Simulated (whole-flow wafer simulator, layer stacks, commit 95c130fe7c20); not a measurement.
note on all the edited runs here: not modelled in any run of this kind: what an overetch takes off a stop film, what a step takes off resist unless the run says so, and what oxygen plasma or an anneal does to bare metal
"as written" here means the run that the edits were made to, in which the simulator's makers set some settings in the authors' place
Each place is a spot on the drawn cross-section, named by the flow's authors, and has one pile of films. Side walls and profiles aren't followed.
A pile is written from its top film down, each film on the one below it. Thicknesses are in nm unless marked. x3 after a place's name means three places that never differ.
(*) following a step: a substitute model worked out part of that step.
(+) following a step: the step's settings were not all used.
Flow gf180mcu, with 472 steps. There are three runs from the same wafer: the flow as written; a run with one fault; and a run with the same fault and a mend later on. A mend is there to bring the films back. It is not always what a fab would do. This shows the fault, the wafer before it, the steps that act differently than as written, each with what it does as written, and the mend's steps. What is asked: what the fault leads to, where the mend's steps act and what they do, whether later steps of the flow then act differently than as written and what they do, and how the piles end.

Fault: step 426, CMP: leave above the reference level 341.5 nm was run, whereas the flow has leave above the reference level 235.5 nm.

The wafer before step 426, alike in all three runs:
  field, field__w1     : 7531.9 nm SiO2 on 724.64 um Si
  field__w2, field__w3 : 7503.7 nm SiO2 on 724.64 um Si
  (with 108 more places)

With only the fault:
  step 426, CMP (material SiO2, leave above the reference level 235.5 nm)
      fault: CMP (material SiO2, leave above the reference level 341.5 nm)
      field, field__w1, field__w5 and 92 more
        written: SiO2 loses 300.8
        fault: SiO2 loses 194.8
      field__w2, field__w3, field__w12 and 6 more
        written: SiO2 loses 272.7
        fault: SiO2 loses 166.7
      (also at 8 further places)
  Later steps of the flow acting differently than as written (not shown: 2 more steps that differ only slightly, by at most 2% or 0.5 nm, whichever is larger):
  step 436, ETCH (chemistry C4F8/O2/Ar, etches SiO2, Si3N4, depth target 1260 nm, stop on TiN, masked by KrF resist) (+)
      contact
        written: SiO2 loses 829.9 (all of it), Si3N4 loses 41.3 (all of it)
        fault: SiO2 loses 935.9 (all of it), Si3N4 loses 41.3 (all of it)
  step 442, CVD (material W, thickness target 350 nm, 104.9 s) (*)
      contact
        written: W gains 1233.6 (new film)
        fault: W gains 1340.4 (new film)
  At field__w4, field__w8, contact, m1, m1__w1, mim, mim_1p0, m1_nw, the piles at the end differ from the flow's by more than 2% or 0.5 nm, whichever is larger.
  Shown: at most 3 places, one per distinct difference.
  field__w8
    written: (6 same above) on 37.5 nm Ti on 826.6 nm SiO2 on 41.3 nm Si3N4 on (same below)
    fault: (6 same above) on 37.5 nm Ti on 932.6 nm SiO2 on 41.3 nm Si3N4 on (same below)
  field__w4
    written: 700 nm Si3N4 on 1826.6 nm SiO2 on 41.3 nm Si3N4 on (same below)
    fault: 700 nm Si3N4 on 1932.6 nm SiO2 on 41.3 nm Si3N4 on (same below)
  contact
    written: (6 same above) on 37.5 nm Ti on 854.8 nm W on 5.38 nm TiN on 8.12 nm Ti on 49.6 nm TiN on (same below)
    fault: (6 same above) on 37.5 nm Ti on 961.6 nm W on 5.06 nm TiN on 7.64 nm Ti on 49.6 nm TiN on (same below)

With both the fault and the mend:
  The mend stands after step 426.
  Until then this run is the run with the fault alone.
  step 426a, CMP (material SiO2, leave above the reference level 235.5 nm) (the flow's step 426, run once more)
      field, field__w1, field__w2 and 109 more
        SiO2 loses 106
  Every later step of the flow that is run acts as written at every place that is followed.
  By the end, the piles equal the flow's at every place that both follow.
